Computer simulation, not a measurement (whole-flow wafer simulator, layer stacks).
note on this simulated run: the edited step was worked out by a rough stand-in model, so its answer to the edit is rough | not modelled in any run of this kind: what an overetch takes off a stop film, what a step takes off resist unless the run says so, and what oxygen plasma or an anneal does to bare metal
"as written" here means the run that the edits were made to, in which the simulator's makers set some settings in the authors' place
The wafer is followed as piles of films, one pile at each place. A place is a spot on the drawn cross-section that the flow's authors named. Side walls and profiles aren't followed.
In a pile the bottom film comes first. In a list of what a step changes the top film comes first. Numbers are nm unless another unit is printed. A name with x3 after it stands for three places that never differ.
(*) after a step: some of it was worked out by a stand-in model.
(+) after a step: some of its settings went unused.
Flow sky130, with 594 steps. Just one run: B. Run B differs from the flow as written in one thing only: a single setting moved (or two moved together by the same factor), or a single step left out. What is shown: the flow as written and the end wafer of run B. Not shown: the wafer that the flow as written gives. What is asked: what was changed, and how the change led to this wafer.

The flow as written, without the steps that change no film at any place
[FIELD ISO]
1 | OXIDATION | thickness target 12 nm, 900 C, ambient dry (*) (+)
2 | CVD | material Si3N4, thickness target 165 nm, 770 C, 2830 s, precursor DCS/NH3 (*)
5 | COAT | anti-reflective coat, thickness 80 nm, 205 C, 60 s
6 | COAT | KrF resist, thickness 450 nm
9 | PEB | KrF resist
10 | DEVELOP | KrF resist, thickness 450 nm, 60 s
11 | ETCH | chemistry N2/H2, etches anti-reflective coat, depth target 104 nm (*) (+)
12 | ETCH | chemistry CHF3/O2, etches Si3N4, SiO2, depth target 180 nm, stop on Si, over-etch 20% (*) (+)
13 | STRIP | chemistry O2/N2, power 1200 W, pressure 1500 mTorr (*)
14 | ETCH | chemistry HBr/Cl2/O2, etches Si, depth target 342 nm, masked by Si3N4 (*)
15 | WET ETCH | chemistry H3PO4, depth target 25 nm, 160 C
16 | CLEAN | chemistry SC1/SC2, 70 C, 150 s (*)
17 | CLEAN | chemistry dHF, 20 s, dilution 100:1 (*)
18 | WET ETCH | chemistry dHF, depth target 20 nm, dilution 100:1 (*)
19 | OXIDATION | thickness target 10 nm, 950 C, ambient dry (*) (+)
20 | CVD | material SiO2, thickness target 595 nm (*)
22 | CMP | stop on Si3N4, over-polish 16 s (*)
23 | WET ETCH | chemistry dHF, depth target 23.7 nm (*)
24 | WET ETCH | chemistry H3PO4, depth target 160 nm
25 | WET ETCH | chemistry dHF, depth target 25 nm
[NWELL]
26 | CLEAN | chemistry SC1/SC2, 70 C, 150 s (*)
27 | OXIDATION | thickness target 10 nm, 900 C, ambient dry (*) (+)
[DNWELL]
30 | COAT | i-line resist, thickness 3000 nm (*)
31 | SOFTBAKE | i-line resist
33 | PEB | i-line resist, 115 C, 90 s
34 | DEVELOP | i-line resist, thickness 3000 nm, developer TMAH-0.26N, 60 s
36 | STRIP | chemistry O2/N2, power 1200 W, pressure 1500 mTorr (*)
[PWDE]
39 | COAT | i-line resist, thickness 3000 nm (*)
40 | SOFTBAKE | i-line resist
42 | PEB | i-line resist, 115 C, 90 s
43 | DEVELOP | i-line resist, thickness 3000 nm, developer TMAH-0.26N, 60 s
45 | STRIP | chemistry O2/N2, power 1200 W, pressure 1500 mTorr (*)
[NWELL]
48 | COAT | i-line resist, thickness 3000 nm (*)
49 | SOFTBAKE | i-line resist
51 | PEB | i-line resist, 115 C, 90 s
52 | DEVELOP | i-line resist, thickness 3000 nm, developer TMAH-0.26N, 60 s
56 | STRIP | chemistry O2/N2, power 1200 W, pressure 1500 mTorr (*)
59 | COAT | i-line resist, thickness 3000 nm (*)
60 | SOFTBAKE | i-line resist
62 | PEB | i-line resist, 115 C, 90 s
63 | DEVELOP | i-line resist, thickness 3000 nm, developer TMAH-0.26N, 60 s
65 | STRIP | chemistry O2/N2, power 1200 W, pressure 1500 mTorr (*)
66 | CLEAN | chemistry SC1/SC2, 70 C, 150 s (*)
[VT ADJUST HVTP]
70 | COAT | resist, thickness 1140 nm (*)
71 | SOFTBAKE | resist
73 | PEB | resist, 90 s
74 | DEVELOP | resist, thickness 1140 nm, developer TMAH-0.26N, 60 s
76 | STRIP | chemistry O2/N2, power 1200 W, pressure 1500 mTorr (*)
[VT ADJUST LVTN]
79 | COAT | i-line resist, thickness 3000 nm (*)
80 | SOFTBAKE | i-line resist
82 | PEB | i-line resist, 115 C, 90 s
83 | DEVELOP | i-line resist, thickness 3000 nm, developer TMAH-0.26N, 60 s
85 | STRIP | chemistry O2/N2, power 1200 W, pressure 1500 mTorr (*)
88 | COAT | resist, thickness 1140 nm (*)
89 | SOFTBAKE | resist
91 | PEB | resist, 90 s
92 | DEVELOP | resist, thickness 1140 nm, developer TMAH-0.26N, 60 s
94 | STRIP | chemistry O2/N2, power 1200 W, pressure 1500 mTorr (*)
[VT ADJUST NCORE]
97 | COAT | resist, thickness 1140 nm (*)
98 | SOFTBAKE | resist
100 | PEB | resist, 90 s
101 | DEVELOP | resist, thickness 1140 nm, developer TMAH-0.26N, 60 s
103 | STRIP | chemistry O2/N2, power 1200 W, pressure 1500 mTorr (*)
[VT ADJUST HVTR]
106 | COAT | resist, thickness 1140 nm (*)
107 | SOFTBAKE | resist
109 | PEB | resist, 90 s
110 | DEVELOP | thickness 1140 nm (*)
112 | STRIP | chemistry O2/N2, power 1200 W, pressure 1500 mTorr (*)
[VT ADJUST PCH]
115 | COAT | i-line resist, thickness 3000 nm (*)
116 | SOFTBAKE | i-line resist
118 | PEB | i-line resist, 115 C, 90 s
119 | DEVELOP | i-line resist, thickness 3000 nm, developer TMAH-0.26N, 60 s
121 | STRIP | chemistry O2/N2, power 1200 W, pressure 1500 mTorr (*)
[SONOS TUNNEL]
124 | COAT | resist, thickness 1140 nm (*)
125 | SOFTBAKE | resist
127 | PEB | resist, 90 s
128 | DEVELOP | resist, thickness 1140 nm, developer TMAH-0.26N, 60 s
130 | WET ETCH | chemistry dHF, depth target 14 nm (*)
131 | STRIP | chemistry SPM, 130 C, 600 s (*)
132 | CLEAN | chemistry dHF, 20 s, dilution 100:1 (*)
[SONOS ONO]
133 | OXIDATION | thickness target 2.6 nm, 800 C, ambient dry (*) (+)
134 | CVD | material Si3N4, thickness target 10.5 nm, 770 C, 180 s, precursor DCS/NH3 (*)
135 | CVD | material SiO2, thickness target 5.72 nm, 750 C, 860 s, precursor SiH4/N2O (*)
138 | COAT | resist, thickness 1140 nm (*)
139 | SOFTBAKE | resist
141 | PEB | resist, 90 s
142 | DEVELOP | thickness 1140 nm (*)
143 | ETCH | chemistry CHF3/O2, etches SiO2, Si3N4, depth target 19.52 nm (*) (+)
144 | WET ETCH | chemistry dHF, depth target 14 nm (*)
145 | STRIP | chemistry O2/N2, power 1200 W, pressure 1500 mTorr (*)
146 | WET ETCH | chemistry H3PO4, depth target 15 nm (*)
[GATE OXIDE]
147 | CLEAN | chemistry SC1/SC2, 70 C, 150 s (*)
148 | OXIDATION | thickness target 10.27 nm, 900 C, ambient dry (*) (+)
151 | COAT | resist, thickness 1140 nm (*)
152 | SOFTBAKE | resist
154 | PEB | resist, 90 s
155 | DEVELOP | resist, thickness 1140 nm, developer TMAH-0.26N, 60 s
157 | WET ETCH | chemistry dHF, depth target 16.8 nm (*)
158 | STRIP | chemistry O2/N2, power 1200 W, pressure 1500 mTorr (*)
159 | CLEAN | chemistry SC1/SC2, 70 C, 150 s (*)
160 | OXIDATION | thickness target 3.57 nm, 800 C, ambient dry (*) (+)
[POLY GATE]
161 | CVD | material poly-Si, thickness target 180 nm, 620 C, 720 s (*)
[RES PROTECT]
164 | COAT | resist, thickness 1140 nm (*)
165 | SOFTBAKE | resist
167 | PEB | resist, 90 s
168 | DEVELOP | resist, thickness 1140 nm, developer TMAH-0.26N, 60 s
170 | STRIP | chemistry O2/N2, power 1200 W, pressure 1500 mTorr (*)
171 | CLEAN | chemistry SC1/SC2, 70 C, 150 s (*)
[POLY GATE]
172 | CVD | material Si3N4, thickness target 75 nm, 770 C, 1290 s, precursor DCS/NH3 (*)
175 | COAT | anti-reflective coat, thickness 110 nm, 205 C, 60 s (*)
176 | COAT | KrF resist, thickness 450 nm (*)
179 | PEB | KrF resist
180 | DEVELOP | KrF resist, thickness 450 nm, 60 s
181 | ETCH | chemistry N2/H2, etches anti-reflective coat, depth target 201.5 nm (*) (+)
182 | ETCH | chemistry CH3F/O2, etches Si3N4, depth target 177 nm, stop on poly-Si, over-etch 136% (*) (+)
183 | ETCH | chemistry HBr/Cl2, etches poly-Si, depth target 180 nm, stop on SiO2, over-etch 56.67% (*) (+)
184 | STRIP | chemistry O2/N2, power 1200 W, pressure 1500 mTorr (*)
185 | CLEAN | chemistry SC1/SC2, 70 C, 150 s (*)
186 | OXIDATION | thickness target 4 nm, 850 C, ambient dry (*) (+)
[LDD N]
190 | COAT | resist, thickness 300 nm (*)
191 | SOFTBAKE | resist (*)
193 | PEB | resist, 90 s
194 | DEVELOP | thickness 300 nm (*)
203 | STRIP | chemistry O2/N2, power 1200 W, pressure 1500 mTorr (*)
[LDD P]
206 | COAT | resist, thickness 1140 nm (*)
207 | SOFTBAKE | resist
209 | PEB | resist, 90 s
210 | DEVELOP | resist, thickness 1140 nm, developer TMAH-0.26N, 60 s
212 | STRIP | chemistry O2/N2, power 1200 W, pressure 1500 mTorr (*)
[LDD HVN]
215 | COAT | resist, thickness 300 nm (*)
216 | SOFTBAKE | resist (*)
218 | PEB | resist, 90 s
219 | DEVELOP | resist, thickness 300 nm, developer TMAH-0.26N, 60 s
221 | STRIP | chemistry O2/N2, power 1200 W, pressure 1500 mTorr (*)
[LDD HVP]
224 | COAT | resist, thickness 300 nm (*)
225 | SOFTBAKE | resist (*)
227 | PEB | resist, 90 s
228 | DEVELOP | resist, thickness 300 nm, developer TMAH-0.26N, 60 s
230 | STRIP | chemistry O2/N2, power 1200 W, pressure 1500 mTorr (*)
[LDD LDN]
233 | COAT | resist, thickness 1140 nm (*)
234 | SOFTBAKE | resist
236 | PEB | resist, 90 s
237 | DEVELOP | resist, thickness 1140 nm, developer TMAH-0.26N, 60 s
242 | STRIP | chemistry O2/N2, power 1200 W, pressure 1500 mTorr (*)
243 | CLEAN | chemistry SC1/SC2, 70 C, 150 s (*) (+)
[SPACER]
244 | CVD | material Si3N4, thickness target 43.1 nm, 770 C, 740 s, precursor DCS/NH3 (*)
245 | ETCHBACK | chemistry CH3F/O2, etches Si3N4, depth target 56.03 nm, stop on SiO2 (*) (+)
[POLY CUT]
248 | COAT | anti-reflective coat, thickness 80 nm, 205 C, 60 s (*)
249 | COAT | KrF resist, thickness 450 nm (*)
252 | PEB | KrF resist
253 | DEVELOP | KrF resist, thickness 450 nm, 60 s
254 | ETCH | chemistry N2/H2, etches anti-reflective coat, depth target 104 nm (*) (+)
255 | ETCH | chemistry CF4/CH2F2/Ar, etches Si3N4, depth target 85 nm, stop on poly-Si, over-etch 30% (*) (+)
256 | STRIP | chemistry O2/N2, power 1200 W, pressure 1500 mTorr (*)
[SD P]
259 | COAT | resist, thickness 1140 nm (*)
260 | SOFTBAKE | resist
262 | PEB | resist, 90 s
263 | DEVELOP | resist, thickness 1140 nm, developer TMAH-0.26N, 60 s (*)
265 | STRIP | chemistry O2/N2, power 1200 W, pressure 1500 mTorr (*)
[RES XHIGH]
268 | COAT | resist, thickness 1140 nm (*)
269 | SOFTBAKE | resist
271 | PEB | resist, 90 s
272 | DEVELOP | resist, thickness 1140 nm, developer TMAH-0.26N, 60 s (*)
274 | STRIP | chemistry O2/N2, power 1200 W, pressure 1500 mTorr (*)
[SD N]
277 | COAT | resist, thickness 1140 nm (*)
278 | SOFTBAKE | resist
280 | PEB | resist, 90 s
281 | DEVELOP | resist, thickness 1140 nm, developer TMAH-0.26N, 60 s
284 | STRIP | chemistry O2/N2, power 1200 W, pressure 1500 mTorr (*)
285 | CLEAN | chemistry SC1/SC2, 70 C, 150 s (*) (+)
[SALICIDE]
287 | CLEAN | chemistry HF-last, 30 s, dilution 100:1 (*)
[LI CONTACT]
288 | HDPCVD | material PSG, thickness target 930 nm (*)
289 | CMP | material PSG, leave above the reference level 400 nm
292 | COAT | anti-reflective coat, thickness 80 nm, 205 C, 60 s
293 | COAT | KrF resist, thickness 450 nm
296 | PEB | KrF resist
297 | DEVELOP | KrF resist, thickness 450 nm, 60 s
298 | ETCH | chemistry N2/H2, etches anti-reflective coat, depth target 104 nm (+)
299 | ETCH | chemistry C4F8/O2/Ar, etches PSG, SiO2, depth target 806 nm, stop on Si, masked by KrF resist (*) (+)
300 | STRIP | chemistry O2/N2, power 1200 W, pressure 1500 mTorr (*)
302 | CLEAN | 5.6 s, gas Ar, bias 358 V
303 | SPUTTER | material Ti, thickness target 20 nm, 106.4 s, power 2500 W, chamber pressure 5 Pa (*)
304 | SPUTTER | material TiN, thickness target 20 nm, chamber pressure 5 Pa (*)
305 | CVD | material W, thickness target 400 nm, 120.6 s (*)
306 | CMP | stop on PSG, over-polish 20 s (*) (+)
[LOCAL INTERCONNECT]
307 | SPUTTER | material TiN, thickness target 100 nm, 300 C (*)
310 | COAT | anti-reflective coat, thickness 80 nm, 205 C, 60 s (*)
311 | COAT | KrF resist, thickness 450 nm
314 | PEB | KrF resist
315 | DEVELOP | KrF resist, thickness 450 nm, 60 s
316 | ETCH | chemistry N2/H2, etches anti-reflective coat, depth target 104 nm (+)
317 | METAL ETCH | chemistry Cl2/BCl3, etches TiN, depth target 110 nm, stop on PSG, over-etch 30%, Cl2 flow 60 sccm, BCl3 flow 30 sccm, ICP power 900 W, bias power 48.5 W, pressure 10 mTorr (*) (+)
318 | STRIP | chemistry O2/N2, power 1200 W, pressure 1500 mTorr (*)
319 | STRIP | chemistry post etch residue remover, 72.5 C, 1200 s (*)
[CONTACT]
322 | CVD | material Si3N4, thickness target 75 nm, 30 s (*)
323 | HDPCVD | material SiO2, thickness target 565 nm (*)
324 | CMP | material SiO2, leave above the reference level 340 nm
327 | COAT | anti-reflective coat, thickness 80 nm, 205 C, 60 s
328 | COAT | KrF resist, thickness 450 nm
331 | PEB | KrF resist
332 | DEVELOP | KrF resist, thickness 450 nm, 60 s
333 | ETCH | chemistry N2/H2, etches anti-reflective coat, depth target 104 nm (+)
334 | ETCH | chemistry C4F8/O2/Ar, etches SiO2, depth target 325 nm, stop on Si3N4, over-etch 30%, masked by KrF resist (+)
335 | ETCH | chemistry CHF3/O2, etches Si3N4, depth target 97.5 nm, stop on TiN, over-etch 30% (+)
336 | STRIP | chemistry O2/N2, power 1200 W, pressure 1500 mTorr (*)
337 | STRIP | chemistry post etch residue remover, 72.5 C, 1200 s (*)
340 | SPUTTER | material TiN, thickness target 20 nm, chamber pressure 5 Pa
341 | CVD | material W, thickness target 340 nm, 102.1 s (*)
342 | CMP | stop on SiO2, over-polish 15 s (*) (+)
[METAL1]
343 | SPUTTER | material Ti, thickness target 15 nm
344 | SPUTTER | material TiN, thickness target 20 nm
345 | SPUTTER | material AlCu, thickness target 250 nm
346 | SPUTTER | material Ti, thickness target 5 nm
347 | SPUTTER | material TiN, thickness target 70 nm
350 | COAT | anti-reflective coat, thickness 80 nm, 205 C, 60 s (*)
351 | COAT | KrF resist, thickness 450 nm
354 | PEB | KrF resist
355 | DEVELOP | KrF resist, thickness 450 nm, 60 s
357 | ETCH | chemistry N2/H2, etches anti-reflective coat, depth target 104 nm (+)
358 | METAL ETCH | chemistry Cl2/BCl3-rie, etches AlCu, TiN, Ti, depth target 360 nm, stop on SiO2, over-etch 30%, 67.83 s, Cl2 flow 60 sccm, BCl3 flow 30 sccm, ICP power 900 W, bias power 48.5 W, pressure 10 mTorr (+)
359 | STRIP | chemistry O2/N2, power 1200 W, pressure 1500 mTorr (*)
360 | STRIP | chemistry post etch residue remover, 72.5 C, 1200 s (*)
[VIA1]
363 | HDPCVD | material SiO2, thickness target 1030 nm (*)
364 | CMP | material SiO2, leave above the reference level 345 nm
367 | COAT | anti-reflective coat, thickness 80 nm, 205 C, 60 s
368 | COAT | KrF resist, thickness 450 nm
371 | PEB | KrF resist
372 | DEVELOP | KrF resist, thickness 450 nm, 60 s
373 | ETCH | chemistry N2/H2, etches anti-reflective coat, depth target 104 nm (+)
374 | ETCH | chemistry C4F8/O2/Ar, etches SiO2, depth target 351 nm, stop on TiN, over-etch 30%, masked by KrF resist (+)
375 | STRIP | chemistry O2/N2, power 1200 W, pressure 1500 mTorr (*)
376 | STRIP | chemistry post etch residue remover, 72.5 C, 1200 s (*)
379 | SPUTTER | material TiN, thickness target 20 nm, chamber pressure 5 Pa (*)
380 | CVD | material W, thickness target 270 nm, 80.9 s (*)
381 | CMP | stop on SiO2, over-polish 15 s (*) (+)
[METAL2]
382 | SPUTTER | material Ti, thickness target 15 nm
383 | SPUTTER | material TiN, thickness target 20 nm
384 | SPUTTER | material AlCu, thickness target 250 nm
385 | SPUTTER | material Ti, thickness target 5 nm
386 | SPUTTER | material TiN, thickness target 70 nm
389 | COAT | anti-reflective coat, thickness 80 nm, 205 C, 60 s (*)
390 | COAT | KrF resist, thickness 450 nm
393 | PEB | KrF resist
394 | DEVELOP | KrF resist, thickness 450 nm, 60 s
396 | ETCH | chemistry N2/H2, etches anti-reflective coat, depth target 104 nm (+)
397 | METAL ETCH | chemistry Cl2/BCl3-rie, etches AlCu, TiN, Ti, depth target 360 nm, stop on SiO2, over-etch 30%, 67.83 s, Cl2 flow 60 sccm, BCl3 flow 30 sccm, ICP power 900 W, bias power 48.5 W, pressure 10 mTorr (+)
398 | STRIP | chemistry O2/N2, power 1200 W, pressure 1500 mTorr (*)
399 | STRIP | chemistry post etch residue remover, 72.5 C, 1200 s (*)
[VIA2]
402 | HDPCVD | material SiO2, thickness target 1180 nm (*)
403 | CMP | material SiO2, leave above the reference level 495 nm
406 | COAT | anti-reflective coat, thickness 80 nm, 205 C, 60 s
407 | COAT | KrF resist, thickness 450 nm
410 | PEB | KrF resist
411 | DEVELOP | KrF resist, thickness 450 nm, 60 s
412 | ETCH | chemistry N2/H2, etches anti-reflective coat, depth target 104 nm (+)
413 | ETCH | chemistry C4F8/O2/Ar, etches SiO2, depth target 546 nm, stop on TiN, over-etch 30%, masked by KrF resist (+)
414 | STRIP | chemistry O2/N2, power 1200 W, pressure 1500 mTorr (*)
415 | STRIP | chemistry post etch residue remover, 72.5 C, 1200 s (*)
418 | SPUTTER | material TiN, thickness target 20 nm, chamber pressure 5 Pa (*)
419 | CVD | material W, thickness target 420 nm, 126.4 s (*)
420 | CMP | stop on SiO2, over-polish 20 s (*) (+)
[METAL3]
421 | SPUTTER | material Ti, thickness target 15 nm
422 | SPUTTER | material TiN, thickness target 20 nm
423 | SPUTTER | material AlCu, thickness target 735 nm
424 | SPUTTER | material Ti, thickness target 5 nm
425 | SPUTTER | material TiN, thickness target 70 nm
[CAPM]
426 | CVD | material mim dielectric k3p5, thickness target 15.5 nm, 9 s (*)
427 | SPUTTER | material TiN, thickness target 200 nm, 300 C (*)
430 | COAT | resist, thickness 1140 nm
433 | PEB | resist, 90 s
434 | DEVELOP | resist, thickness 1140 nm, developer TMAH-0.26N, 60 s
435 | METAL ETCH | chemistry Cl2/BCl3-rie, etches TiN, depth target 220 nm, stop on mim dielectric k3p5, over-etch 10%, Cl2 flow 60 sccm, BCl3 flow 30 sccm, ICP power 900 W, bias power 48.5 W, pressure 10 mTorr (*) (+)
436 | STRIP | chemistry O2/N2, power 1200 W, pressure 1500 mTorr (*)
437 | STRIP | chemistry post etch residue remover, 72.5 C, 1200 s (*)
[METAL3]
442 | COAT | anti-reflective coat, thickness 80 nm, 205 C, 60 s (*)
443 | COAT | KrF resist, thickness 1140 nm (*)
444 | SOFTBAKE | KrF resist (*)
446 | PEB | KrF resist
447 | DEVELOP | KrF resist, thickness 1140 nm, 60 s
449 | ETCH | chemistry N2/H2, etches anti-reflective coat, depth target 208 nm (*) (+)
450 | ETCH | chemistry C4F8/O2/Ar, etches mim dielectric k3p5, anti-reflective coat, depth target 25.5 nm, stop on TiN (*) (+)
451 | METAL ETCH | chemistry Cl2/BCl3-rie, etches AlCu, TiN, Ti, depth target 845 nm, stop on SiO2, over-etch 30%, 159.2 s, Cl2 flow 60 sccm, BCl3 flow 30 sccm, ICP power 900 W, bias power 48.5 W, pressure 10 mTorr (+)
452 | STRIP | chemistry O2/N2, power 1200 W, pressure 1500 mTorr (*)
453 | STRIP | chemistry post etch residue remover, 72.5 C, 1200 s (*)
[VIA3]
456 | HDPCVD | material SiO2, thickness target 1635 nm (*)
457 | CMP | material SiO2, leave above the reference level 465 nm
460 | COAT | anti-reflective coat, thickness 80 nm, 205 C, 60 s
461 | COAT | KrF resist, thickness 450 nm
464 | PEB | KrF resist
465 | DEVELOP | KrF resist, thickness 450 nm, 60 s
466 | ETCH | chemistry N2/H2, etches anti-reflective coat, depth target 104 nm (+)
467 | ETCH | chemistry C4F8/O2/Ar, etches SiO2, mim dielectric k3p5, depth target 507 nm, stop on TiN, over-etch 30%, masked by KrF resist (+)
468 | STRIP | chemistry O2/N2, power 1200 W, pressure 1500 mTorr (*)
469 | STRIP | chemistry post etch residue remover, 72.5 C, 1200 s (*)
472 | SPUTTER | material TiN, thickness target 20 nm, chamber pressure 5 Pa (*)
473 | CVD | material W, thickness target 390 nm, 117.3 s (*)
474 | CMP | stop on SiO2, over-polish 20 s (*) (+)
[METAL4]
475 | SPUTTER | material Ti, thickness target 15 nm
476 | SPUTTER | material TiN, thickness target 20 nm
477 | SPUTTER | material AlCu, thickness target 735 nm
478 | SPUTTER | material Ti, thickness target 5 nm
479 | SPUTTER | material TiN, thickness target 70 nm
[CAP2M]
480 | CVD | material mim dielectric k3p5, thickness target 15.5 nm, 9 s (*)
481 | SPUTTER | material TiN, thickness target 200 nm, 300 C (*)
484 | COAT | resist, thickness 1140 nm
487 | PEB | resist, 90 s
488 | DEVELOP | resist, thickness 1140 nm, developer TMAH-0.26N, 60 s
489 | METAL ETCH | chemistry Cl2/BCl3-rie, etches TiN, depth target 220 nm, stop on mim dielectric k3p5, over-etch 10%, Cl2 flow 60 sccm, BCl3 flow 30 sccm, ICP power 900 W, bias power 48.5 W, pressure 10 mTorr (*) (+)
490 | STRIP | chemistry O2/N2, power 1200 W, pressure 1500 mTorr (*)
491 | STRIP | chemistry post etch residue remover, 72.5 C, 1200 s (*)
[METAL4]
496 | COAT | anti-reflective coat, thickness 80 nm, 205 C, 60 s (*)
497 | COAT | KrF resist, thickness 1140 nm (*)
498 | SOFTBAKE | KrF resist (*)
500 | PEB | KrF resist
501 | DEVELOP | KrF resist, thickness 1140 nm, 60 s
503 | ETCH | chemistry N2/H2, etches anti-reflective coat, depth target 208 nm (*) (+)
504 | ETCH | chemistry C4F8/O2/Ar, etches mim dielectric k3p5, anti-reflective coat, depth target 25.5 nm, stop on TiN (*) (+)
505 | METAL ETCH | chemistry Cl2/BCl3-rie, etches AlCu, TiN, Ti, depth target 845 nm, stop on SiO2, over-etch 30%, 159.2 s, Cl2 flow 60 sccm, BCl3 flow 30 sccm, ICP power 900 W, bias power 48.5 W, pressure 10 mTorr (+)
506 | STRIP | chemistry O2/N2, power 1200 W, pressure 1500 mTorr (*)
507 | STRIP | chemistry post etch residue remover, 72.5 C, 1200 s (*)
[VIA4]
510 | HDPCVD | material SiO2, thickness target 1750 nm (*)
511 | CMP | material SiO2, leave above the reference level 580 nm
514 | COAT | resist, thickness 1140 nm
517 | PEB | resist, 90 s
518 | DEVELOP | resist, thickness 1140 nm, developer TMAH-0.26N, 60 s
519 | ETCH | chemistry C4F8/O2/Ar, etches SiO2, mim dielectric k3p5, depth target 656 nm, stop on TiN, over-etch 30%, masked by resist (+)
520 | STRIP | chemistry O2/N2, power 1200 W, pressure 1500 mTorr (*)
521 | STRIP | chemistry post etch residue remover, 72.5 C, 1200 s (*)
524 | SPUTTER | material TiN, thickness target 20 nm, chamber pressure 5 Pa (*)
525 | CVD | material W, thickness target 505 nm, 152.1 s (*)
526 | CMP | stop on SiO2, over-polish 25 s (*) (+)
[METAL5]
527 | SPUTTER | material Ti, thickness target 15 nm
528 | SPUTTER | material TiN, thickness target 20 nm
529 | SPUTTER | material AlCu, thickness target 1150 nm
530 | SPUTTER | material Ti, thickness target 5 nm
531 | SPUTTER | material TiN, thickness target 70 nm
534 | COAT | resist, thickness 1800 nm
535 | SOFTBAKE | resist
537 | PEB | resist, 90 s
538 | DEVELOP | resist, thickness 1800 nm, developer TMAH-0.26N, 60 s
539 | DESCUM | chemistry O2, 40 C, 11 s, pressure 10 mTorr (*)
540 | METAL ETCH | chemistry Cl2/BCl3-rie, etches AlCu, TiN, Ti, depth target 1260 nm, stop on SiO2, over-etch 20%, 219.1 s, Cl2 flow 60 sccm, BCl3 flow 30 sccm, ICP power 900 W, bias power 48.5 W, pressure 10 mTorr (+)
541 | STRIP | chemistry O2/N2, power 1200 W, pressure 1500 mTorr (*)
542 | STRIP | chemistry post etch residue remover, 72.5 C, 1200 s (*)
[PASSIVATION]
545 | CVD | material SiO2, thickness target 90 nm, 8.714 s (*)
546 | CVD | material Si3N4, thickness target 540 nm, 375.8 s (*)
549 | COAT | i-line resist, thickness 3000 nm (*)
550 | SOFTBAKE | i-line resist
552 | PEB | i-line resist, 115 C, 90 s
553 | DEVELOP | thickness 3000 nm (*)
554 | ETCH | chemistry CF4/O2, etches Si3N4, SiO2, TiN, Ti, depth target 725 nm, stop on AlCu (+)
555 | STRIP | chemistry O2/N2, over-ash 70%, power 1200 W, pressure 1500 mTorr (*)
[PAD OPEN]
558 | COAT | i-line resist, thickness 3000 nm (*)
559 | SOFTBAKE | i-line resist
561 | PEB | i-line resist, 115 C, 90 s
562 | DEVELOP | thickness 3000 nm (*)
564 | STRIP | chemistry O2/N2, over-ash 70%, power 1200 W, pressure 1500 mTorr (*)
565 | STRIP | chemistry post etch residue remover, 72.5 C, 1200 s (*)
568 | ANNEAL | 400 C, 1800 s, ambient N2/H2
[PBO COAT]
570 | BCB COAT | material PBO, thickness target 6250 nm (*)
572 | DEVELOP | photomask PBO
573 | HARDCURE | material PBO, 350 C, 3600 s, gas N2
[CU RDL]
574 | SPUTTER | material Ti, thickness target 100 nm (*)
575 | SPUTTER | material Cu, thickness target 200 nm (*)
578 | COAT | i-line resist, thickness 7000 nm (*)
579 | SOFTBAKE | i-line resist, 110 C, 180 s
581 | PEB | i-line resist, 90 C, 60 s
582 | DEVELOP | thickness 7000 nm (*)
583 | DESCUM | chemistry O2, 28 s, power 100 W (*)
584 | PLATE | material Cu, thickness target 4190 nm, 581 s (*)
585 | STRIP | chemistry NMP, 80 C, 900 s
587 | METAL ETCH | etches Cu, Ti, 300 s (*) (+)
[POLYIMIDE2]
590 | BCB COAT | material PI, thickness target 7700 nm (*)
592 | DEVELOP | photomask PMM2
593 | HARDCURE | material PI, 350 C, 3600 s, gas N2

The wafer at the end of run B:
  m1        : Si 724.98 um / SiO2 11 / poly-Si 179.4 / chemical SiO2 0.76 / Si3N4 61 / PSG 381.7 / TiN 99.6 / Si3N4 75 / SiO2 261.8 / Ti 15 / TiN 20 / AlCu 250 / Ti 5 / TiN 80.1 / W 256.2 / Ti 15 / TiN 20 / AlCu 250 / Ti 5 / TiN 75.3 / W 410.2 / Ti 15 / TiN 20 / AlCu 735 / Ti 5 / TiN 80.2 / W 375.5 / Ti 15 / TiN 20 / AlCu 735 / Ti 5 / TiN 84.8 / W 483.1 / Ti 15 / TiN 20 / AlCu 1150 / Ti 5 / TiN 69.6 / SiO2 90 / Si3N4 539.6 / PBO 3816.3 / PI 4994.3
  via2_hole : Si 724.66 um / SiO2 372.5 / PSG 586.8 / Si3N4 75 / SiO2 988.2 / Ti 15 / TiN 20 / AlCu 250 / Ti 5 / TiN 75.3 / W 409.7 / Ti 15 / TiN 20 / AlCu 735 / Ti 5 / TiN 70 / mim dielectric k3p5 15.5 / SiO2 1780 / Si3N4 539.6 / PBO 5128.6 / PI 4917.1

The reason: step 418, SPUTTER: thickness target 12 nm was run, whereas the flow has thickness target 20 nm.

The path from the change to this, step by step:
  418 | SPUTTER | material TiN, thickness target 20 nm, chamber pressure 5 Pa (*)
      field, active, n_well and 186 more: +12 TiN (new film) (in the flow as written it would be: +20 TiN (new film))
      m1, via2_hole: +6.12 TiN (in the flow as written it would be: +10.2 TiN)
  420 | CMP | stop on SiO2, over-polish 20 s (*) (+)
      field, active, n_well and 186 more: -420 W (all of it), -12 TiN (all of it), -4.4 SiO2 (in the flow as written it would be: -420 W (all of it), -20 TiN (all of it), -4.4 SiO2)
